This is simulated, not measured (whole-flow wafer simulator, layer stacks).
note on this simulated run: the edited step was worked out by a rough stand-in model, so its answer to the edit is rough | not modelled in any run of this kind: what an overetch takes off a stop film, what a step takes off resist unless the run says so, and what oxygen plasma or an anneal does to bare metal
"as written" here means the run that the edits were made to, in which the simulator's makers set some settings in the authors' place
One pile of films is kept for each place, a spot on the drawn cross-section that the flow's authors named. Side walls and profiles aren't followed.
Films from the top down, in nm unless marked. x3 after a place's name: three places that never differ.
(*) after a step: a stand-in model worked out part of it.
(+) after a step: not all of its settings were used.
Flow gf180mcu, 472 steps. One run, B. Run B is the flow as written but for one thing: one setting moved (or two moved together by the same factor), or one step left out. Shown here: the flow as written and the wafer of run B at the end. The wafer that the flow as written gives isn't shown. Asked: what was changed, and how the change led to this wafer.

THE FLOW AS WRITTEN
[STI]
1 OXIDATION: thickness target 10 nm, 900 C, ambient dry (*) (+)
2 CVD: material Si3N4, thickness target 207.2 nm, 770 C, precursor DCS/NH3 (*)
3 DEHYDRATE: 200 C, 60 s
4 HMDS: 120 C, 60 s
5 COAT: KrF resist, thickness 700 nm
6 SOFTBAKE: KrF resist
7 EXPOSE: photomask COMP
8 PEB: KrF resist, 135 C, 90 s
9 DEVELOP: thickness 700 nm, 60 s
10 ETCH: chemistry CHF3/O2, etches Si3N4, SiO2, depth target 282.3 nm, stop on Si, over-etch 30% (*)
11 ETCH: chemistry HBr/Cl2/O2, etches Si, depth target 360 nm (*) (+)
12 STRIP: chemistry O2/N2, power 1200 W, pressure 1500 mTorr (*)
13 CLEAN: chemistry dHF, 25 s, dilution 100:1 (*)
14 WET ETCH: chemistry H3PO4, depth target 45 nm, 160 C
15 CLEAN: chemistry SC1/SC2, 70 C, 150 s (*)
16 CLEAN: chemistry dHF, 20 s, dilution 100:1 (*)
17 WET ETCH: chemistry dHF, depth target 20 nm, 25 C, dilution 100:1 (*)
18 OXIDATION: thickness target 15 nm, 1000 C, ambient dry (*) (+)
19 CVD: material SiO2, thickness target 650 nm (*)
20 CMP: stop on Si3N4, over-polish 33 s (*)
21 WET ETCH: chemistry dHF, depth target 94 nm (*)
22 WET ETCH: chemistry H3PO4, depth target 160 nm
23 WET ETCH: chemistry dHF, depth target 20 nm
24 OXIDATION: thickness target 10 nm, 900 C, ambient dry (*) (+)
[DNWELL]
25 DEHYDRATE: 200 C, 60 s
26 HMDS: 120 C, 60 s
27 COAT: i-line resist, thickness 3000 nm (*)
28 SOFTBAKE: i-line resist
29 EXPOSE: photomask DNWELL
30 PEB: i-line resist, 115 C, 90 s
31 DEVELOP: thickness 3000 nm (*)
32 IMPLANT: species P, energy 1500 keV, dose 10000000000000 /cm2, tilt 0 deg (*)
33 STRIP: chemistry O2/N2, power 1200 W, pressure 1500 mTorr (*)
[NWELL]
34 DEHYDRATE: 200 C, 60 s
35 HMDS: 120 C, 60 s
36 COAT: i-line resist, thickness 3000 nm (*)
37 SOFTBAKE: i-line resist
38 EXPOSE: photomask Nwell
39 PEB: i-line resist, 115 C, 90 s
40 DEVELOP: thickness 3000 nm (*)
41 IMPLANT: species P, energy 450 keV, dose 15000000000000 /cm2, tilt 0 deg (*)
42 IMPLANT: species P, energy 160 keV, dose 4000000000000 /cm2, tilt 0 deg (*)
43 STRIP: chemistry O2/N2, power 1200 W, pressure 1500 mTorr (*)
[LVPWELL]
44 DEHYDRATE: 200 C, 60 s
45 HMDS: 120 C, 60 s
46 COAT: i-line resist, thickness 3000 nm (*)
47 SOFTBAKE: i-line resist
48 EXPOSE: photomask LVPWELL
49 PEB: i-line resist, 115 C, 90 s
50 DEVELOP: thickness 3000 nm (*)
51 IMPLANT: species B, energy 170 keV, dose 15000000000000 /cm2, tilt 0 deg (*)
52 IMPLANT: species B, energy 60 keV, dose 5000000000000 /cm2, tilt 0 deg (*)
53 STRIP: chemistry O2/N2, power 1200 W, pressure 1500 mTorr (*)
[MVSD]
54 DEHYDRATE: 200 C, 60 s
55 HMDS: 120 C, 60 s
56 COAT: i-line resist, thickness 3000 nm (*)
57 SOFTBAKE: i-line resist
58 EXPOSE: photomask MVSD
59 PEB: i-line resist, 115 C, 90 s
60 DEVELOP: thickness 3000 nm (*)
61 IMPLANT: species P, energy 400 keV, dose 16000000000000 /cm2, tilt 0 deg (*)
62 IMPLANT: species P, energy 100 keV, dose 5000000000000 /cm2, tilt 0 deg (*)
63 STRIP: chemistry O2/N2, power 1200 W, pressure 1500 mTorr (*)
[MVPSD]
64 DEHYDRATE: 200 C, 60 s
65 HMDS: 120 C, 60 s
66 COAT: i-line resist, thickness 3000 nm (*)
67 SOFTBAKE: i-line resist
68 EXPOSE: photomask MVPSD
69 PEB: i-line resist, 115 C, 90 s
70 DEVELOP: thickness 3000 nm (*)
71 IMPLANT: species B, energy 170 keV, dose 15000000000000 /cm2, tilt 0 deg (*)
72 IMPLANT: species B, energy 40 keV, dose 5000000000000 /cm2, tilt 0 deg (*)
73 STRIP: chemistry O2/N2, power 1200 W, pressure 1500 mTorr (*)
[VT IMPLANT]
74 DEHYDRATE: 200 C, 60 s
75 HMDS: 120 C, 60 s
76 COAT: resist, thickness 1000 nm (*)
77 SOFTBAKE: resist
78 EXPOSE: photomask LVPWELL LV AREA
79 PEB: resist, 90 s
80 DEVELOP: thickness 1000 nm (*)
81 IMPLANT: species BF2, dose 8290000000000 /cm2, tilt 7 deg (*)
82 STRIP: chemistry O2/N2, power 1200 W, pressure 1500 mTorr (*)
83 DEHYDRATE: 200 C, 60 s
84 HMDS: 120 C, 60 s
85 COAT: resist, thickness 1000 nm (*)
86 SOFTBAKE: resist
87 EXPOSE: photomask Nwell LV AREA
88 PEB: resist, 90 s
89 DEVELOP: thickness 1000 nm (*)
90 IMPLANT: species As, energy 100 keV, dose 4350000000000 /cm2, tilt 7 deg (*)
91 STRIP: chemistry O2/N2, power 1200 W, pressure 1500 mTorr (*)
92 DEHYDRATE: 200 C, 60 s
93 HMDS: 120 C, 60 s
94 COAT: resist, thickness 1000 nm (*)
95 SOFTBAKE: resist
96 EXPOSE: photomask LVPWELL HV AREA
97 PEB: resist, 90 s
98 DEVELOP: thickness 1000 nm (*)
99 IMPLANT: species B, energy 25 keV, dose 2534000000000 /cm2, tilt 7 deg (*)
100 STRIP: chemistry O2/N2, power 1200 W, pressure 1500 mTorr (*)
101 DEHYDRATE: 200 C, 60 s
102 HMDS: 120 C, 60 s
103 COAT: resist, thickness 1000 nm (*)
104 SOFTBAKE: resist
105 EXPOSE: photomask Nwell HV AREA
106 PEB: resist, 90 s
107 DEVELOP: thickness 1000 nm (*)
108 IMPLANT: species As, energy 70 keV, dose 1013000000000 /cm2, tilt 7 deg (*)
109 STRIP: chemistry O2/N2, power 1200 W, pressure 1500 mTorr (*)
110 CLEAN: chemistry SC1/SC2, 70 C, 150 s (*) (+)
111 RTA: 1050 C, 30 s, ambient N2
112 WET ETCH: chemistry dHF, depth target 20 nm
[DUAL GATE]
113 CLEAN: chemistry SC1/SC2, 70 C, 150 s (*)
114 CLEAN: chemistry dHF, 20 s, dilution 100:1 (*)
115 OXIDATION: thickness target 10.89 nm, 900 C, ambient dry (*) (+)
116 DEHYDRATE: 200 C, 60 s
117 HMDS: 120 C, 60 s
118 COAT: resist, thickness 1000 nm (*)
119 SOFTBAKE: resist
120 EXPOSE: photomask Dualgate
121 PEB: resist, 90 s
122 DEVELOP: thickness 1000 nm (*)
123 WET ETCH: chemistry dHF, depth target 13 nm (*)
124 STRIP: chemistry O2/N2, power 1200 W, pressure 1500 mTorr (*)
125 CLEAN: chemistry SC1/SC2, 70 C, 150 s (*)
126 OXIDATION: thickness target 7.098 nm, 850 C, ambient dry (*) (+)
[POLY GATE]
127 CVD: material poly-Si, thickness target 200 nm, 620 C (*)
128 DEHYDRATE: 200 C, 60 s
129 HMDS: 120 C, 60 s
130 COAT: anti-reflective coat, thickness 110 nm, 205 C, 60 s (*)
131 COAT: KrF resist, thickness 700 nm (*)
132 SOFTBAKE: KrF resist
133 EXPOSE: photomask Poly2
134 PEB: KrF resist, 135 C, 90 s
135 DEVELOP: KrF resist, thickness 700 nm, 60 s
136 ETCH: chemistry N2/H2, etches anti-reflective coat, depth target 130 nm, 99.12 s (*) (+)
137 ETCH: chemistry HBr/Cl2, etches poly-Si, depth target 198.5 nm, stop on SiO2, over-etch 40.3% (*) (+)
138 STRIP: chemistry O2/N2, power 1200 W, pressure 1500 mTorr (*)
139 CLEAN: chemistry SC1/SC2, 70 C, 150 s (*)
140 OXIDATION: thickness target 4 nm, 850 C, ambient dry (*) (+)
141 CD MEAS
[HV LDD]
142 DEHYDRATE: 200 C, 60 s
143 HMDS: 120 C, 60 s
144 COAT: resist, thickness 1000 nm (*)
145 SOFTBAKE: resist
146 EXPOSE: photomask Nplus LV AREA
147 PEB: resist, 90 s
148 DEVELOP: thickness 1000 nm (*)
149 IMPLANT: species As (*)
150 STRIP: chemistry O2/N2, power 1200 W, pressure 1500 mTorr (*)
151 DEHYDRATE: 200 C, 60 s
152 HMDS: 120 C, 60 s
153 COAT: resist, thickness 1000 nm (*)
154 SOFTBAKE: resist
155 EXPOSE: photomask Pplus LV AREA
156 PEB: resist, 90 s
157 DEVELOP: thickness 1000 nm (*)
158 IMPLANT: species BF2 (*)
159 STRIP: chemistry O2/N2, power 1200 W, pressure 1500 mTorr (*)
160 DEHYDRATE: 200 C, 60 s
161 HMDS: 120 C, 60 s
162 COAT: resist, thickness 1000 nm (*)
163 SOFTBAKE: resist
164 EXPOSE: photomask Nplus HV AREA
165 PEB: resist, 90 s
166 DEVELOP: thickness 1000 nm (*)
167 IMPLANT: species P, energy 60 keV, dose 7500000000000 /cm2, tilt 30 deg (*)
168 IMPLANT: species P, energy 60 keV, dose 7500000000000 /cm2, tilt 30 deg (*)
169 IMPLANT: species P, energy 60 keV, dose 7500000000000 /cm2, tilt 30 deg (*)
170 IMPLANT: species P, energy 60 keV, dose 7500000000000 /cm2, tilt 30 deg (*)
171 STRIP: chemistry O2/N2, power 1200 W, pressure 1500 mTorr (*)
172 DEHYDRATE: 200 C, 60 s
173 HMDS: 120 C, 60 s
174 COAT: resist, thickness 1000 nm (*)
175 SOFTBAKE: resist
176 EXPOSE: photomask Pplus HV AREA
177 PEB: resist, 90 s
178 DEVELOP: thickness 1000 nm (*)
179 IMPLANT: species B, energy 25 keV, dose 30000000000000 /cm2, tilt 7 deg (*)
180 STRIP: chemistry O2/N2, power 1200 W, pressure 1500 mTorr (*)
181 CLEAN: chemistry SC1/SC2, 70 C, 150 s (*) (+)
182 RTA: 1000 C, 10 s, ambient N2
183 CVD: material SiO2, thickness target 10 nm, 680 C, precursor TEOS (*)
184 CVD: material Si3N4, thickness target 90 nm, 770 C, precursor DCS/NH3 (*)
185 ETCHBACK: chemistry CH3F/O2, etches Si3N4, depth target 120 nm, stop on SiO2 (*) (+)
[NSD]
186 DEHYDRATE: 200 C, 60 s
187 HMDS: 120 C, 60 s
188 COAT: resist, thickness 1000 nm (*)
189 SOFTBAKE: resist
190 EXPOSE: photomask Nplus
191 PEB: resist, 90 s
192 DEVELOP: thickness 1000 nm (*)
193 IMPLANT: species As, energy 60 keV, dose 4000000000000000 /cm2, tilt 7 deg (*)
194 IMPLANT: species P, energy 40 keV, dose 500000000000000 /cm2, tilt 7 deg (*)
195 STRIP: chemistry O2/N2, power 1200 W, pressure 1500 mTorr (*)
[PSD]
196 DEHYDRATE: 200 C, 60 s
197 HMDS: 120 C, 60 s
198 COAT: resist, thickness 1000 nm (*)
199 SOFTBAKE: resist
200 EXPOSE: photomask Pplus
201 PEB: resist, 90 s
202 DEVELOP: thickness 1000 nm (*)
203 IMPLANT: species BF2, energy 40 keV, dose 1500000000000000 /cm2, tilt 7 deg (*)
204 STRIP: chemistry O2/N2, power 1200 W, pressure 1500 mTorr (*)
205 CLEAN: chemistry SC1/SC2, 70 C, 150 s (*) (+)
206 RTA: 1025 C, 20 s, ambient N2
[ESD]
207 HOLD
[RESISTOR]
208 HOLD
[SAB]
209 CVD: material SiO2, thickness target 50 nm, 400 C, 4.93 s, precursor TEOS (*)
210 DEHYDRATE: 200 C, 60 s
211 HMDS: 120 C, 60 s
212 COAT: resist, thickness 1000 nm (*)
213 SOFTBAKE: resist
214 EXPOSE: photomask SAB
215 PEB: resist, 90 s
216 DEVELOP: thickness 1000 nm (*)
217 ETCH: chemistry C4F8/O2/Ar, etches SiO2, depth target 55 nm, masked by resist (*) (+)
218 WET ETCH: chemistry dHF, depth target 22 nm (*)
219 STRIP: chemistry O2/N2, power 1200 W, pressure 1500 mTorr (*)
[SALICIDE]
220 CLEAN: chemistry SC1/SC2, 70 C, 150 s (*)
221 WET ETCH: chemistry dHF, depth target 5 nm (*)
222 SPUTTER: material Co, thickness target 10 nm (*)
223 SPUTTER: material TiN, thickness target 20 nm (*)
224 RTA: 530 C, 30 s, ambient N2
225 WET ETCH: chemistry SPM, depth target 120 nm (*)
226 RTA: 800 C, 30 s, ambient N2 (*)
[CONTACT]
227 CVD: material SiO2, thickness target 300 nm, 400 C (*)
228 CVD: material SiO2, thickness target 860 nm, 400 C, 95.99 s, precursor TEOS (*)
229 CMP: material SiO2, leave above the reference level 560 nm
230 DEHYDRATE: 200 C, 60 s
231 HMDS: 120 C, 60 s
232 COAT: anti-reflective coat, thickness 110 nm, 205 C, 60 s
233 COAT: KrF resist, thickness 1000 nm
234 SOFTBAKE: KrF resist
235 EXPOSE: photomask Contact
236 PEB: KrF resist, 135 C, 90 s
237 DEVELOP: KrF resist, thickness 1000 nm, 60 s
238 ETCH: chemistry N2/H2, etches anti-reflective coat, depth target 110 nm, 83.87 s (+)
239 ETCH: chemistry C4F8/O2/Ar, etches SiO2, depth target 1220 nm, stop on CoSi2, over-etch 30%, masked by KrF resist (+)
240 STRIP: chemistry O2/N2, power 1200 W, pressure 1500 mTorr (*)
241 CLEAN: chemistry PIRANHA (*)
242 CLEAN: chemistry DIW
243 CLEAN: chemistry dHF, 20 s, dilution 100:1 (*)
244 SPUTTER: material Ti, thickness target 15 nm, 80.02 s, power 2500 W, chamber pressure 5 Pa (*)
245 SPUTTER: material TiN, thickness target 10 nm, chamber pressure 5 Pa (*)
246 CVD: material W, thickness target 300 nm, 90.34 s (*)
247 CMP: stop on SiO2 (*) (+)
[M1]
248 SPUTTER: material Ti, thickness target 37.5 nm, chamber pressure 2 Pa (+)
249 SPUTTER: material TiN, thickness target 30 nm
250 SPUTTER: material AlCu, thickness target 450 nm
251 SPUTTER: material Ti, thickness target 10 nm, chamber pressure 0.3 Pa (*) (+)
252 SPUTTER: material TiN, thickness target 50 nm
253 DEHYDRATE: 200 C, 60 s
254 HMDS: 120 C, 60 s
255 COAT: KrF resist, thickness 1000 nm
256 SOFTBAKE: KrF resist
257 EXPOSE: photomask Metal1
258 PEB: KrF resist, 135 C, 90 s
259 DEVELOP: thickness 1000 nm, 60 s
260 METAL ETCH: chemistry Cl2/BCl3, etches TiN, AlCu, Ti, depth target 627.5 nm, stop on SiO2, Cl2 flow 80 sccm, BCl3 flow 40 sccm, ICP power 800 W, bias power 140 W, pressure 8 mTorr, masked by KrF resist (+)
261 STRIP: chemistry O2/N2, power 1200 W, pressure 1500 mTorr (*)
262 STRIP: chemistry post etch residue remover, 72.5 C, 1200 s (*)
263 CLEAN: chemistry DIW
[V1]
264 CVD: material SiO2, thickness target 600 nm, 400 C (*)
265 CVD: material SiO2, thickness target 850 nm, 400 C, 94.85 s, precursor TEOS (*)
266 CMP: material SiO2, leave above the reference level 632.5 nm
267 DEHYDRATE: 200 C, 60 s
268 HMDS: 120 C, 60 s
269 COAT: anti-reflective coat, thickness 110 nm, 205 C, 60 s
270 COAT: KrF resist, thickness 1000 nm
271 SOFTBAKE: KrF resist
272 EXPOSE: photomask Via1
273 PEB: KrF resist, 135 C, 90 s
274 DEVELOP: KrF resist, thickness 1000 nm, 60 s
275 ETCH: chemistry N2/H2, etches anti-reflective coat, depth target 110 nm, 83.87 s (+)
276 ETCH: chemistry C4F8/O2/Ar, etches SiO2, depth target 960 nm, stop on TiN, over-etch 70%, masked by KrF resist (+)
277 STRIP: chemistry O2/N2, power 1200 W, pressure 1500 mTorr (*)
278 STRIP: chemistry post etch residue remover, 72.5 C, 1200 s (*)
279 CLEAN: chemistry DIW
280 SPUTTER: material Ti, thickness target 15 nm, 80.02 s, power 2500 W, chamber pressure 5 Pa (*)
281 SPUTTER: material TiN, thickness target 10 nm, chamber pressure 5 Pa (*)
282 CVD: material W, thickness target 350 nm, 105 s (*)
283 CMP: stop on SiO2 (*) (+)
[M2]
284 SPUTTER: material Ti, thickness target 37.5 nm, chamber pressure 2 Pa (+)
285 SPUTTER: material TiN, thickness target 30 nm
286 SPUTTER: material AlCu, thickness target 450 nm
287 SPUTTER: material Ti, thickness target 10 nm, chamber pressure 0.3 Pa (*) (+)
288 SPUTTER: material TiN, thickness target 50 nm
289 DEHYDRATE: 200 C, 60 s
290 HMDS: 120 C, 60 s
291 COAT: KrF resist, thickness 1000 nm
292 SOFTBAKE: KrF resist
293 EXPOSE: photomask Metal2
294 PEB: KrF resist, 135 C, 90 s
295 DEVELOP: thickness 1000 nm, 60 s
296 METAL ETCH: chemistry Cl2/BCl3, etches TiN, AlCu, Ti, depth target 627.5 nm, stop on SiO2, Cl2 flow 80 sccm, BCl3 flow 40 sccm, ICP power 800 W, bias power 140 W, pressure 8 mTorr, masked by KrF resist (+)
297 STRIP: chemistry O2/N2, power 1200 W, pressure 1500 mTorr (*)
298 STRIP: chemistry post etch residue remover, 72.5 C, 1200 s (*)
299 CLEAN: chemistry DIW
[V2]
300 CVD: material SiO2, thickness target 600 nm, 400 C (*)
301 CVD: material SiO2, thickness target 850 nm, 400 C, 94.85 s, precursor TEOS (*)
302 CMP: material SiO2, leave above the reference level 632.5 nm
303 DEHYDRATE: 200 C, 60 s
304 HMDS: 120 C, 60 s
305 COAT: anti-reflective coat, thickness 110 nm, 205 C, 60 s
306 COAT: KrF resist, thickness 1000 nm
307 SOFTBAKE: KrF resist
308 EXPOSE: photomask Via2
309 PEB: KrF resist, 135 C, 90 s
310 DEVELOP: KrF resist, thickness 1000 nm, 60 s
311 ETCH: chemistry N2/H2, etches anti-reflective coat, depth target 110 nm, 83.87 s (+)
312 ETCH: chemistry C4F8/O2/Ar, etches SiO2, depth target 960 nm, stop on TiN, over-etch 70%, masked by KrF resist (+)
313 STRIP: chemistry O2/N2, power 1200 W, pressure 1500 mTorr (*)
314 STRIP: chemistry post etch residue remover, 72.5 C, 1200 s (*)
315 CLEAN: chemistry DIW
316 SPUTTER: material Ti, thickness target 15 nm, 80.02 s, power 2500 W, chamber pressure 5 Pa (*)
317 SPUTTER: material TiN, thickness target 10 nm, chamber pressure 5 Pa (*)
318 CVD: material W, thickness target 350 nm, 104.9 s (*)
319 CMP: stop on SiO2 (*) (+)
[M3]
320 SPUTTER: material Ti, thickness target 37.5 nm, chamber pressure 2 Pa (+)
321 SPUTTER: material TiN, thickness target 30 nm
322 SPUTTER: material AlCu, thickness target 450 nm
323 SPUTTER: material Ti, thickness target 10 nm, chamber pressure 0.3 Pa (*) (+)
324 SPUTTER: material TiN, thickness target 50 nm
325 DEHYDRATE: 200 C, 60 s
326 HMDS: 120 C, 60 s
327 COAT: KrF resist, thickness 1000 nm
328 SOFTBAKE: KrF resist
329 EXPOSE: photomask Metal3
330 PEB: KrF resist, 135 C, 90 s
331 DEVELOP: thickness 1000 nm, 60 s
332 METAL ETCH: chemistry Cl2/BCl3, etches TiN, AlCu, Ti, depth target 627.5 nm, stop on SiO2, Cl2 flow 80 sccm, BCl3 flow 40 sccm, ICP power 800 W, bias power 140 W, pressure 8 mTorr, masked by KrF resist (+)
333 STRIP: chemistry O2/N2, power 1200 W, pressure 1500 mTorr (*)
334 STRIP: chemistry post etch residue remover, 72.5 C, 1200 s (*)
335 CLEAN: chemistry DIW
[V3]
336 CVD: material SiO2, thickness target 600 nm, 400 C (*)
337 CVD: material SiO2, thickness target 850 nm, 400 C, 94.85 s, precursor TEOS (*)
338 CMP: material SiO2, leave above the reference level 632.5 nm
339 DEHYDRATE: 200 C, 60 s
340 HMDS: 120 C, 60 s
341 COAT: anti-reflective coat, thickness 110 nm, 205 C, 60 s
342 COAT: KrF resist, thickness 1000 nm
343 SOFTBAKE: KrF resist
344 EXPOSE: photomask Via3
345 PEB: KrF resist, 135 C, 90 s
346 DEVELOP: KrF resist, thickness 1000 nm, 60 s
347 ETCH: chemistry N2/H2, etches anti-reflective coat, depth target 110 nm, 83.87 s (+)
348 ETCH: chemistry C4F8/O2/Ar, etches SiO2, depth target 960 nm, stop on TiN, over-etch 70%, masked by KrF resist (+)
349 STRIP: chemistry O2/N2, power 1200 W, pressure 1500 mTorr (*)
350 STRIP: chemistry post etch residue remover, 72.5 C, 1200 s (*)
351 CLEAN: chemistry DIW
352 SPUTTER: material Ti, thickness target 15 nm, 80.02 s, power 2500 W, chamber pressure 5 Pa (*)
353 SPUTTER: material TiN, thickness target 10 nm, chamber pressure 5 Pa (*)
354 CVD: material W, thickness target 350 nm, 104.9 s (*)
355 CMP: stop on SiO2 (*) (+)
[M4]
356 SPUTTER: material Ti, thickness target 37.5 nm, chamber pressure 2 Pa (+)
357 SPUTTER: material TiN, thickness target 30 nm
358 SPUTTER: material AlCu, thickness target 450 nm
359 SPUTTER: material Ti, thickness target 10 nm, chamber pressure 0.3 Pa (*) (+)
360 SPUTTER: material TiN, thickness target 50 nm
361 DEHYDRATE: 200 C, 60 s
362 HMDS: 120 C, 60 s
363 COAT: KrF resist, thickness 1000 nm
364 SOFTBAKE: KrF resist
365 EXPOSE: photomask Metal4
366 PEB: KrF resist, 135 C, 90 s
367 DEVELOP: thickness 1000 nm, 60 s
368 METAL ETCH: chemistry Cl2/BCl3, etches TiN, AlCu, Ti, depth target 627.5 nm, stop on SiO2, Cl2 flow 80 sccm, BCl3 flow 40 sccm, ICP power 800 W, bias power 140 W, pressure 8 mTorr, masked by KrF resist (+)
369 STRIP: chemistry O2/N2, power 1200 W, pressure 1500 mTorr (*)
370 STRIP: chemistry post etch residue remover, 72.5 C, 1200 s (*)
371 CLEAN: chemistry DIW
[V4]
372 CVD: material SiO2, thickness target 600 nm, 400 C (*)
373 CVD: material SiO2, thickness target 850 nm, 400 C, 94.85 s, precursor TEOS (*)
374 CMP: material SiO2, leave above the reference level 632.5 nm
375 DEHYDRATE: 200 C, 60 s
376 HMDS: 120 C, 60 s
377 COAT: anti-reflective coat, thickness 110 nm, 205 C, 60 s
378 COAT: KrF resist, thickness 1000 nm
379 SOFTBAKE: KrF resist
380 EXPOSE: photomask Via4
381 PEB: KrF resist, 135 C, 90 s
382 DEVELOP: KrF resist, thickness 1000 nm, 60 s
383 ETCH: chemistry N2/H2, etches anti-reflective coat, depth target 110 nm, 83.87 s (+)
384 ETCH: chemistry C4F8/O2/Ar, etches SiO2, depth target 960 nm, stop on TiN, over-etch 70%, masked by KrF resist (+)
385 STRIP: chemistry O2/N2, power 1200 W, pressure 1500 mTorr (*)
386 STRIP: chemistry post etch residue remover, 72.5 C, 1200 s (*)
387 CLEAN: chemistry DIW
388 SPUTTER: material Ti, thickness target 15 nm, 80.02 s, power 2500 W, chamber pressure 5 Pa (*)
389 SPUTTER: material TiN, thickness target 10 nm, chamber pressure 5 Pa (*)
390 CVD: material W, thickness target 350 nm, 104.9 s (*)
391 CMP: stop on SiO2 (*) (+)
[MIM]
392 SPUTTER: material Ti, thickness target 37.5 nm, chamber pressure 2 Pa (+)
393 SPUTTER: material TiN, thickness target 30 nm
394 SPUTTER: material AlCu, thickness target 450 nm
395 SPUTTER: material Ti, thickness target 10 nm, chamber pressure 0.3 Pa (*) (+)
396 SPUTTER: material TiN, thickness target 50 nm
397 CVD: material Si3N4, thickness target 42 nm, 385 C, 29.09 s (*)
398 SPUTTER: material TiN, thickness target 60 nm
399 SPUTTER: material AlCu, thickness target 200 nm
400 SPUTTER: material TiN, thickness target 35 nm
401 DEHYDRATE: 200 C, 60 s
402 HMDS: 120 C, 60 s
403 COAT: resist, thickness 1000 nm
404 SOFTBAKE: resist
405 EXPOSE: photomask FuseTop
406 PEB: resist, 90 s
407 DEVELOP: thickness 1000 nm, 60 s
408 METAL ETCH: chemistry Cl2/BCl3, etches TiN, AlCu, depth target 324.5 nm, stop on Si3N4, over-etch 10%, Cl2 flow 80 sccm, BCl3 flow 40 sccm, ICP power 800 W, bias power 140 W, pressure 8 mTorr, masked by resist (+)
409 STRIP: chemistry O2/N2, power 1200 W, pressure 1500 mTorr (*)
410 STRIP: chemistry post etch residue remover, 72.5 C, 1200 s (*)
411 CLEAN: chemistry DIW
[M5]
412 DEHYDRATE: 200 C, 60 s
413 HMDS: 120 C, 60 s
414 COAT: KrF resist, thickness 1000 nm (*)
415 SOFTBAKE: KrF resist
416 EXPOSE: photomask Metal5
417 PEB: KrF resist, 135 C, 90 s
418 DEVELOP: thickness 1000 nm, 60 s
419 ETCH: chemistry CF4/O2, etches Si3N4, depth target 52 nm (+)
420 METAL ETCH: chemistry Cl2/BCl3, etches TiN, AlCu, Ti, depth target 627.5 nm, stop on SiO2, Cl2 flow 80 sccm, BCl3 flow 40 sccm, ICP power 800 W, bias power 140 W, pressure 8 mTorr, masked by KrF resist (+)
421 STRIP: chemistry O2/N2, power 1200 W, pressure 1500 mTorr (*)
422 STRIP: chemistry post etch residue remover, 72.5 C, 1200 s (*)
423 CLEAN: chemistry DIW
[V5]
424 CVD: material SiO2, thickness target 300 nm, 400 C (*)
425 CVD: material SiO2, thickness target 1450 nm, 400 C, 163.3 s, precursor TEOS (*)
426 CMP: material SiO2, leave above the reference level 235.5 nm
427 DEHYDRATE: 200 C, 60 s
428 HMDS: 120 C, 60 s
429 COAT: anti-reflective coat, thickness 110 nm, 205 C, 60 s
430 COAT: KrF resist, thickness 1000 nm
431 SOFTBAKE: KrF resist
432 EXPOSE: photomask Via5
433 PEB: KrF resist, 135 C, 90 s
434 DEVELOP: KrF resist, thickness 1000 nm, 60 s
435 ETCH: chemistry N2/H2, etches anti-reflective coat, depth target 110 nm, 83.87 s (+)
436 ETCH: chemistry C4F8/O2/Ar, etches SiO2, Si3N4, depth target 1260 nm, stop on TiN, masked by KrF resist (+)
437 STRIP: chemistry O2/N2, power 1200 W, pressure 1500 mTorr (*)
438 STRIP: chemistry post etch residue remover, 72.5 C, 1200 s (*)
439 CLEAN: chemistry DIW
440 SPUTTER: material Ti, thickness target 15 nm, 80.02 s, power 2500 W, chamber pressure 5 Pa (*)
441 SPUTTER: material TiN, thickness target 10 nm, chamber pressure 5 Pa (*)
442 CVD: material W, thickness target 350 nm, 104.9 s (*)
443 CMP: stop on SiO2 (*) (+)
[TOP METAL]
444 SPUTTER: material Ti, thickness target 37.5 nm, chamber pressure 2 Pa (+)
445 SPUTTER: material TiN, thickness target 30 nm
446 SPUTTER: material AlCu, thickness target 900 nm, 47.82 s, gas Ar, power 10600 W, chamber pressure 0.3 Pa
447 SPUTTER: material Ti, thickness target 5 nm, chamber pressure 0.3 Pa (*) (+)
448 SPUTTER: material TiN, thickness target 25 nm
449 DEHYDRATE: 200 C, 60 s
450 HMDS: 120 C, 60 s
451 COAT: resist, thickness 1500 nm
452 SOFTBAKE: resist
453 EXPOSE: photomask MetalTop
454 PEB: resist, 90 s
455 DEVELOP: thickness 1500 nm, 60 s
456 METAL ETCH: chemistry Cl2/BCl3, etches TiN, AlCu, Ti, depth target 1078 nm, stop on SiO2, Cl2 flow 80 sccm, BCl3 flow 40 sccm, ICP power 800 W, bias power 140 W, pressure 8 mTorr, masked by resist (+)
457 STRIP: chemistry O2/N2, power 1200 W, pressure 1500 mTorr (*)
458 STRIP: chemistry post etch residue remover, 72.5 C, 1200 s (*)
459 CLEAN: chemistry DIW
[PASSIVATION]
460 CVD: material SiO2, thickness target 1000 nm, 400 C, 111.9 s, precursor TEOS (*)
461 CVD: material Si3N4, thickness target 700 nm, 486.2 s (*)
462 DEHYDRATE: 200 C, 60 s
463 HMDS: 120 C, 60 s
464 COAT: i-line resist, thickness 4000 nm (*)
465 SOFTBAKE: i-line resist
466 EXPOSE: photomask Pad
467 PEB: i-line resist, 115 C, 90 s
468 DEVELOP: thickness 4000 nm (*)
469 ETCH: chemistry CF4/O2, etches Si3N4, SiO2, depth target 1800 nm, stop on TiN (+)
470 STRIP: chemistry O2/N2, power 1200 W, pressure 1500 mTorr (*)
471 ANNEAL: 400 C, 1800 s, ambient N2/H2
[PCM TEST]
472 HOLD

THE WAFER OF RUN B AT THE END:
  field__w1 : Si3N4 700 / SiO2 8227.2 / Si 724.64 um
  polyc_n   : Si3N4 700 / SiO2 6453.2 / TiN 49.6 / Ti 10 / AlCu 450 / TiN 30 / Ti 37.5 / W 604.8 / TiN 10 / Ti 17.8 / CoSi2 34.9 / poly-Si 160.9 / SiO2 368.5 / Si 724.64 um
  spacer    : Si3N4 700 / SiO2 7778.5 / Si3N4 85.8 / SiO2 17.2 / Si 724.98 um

The cause: step 244, SPUTTER: 95.02 s was run, where the flow has 80.02 s.

How the change led to this, step by step:
  244 SPUTTER: material Ti, thickness target 15 nm, 80.02 s, power 2500 W, chamber pressure 5 Pa (*)
      field, field__w1, field__w2 and 107 more: Ti +17.8 (new film) (as written it would be: Ti +15 (new film))
      contact: Ti +10.2 (new film) (as written it would be: Ti +8.55 (new film))
  247 CMP: stop on SiO2 (*) (+)
      field, field__w1, field__w2 and 105 more: W -300 (all of it), TiN -10 (all of it), Ti -17.8 (all of it), SiO2 -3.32 (as written it would be: W -300 (all of it), TiN -10 (all of it), Ti -15 (all of it), SiO2 -3.29)
